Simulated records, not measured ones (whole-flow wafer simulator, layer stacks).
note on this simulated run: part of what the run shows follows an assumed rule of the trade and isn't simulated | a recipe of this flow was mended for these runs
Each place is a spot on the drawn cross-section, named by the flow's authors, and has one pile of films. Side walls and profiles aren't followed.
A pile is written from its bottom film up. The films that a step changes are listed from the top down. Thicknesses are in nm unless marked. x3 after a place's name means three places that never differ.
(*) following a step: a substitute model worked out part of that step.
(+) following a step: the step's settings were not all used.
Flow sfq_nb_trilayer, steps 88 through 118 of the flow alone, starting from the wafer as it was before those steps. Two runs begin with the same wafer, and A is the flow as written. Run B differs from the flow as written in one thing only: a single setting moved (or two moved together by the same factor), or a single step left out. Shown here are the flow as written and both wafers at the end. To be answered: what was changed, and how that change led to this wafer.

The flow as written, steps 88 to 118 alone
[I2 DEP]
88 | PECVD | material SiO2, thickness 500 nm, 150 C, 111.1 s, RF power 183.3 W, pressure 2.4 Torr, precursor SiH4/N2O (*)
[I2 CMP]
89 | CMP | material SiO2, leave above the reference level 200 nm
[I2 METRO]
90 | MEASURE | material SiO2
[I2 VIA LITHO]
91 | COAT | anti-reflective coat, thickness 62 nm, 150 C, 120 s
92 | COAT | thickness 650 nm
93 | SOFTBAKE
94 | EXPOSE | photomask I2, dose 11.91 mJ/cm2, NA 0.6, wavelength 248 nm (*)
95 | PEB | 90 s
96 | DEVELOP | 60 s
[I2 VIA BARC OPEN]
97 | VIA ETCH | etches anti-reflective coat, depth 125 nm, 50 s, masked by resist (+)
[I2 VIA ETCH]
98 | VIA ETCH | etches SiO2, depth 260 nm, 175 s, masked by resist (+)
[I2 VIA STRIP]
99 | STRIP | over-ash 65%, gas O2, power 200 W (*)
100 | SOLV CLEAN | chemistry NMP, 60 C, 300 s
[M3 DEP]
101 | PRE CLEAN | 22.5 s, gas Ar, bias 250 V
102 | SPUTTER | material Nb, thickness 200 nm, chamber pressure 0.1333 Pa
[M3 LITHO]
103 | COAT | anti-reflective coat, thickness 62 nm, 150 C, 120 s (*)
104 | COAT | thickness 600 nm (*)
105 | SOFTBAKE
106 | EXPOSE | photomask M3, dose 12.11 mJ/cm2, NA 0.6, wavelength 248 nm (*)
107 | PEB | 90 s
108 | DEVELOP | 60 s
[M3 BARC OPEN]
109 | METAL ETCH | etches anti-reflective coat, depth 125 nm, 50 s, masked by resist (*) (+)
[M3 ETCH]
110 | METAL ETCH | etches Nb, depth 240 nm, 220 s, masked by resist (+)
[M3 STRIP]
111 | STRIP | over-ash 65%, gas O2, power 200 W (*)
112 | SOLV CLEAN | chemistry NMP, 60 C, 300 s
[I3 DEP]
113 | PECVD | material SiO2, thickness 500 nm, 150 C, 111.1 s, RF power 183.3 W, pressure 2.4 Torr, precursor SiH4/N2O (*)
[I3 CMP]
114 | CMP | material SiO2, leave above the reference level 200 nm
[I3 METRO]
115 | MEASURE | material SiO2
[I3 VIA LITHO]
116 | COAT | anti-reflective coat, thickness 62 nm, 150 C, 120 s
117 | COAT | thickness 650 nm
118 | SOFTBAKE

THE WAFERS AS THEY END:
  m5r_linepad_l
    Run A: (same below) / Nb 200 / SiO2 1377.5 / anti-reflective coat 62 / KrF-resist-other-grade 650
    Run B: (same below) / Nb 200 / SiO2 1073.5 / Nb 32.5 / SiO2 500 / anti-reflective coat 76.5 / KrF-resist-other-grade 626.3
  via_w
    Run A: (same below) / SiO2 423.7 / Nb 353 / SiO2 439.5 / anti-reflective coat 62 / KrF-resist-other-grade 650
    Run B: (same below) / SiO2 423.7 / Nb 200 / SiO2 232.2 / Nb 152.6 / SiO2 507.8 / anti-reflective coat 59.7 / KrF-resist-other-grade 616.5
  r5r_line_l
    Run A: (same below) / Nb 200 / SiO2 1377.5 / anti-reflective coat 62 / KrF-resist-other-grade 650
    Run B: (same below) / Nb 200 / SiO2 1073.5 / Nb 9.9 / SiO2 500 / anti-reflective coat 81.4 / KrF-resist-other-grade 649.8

What caused this: step 89, CMP: material SiO2, leave above the reference level 200 nm, was not run.

Step by step, how the change led to this:
  91 | COAT | anti-reflective coat, thickness 62 nm, 150 C, 120 s
      m0r_line_l x3, m0r_line_r x3: A anti-reflective coat gains 62 (new film) | B anti-reflective coat gains 30.4 (new film)
      m0r_space_l, m0r_space_r, m6r_space_l x2, m6r_space_r x2: A anti-reflective coat gains 62 (new film) | B anti-reflective coat gains 107.5 (new film)
      (as well as at 88 more places)
  92 | COAT | thickness 650 nm
      m0r_line_l x3, m0r_line_r x3: A KrF-resist-other-grade gains 650 (new film) | B KrF-resist-other-grade gains 726.1 (new film)
      sp_r, res, ln_m5: A KrF-resist-other-grade gains 650 (new film) | B KrF-resist-other-grade gains 668.4 (new film)
      (as well as at 71 more places)
  96 | DEVELOP | 60 s
      via_w: A KrF-resist-other-grade loses 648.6 (all of it) | B KrF-resist-other-grade loses 584.9 (all of it)
  97 | VIA ETCH | etches anti-reflective coat, depth 125 nm, 50 s, masked by resist (+)
      via_w: A anti-reflective coat loses 62 (all of it), SiO2 loses 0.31 | B anti-reflective coat loses 58.3 (all of it), SiO2 loses 0.33
  98 | VIA ETCH | etches SiO2, depth 260 nm, 175 s, masked by resist (+)
      via_w: A SiO2 loses 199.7 (all of it), Nb loses 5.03 | B SiO2 loses 260
  99 | STRIP | over-ash 65%, gas O2, power 200 W (*)
      m0r_line_l x3, m0r_line_r x3: A KrF-resist-other-grade loses 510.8 (all of it), anti-reflective coat loses 62 (all of it) | B KrF-resist-other-grade loses 586.8 (all of it), anti-reflective coat loses 30.4 (all of it)
      m0r_space_l, m0r_space_r, m6r_space_l x2, m6r_space_r x2: A KrF-resist-other-grade loses 510.8 (all of it), anti-reflective coat loses 62 (all of it) | B KrF-resist-other-grade loses 522.7 (all of it), anti-reflective coat loses 107.5 (all of it)
      (as well as at 90 more places)
  101 | PRE CLEAN | 22.5 s, gas Ar, bias 250 V
      via_w: A Nb loses 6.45 | B SiO2 loses 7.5
  102 | SPUTTER | material Nb, thickness 200 nm, chamber pressure 0.1333 Pa
      via_w: A Nb gains 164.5 | B Nb gains 152.6 (new film)
      via_v: A Nb gains 200 (new film) | B Nb gains 183.4 (new film)
  103 | COAT | anti-reflective coat, thickness 62 nm, 150 C, 120 s (*)
      ln_m5, lsp_m, ln_m6, lsp_r: A anti-reflective coat gains 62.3 (new film) | B anti-reflective coat gains 63.6 (new film)
      p3_s3, p3_l4, p3_s4: A anti-reflective coat gains 62 (new film) | B anti-reflective coat gains 64.4 (new film)
      (as well as at 90 more places)
  104 | COAT | thickness 600 nm (*)
      m0r_line_l x3: A KrF-resist-other-grade gains 600 (new film) | B KrF-resist-other-grade gains 673.8 (new film)
      m0r_space_r, m6r_space_r x2: A KrF-resist-other-grade gains 600 (new film) | B KrF-resist-other-grade gains 613 (new film)
      (as well as at 76 more places)
  108 | DEVELOP | 60 s
      m0r_line_l x3: A KrF-resist-other-grade loses 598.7 (all of it) | B KrF-resist-other-grade loses 672.4 (all of it)
      m0r_space_r, m6r_space_r x2: A KrF-resist-other-grade loses 598.7 (all of it) | B KrF-resist-other-grade loses 611.7 (all of it)
      (as well as at 54 more places)
  109 | METAL ETCH | etches anti-reflective coat, depth 125 nm, 50 s, masked by resist (*) (+)
      wl_f_sl, m5r_linepad_l, m5r_linepad_r, r5r_line_l, r5r_spacepad_l, r5r_spacepad_r, m8r_pad_l, m8r_pad_r: A anti-reflective coat loses 62 (all of it) | B anti-reflective coat loses 125
      field_l: A anti-reflective coat loses 67.6 (all of it) | B anti-reflective coat loses 125
      (as well as at 60 more places)
  110 | METAL ETCH | etches Nb, depth 240 nm, 220 s, masked by resist (+)
      m5r_linepad_l, m5r_linepad_r: A Nb loses 200 (all of it), SiO2 loses 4 | B anti-reflective coat loses 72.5 (all of it), Nb loses 167.5
      r5r_spacepad_l, r5r_spacepad_r: A Nb loses 200 (all of it), SiO2 loses 4 | B anti-reflective coat loses 71.5 (all of it), Nb loses 168.5
      (as well as at 5 more places)
  111 | STRIP | over-ash 65%, gas O2, power 200 W (*)
      v_sur: A KrF-resist-other-grade loses 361 (all of it), anti-reflective coat loses 46 (all of it) | B KrF-resist-other-grade loses 280.4 (all of it), anti-reflective coat loses 36.1 (all of it)
      via_wl: A KrF-resist-other-grade loses 381.1 (all of it), anti-reflective coat loses 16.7 (all of it) | B KrF-resist-other-grade loses 298.3 (all of it), anti-reflective coat loses 16.3 (all of it)
      (as well as at 28 more places)
  113 | PECVD | material SiO2, thickness 500 nm, 150 C, 111.1 s, RF power 183.3 W, pressure 2.4 Torr, precursor SiH4/N2O (*)
      m5r_linepad_l, m5r_linepad_r, r5r_line_l, r5r_spacepad_l, r5r_spacepad_r, m8r_pad_l, m8r_pad_r: A SiO2 gains 500 | B SiO2 gains 500 (new film)
      via_w: A SiO2 gains 621.2 (new film) | B SiO2 gains 664.8 (new film)
  114 | CMP | material SiO2, leave above the reference level 200 nm
      field_l, be, be_sur and 64 more: A SiO2 loses 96 | B nothing
      p4_g1, p4_g2, p3_s0, p3_s1, p3_s2, p3_s3, p3_s4, p3_s5: A SiO2 loses 157.1 | B nothing
      (as well as at 11 more places)
  ... and 1 more step ...
  117 | COAT | thickness 650 nm
      v_sur, wl_j_sl, m8r_pad_l: A KrF-resist-other-grade gains 650 (new film) | B KrF-resist-other-grade gains 627.9 (new film)
      m0r_line_l x3: A KrF-resist-other-grade gains 650 (new film) | B KrF-resist-other-grade gains 678 (new film)
      (as well as at 50 more places)
With metal films that touch counted as one body, m5r_linepad_l has 2 bodies (between them, from the top down: SiO2 1073.5); the flow as written gives 1 body.
With metal films that touch counted as one body, via_w has 3 bodies (between them, from the top down: SiO2 232.2; SiO2 423.7); the flow as written gives 2 bodies (between them, from the top down: SiO2 423.7).
With metal films that touch counted as one body, r5r_line_l has 2 bodies (between them, from the top down: SiO2 1073.5); the flow as written gives 1 body.
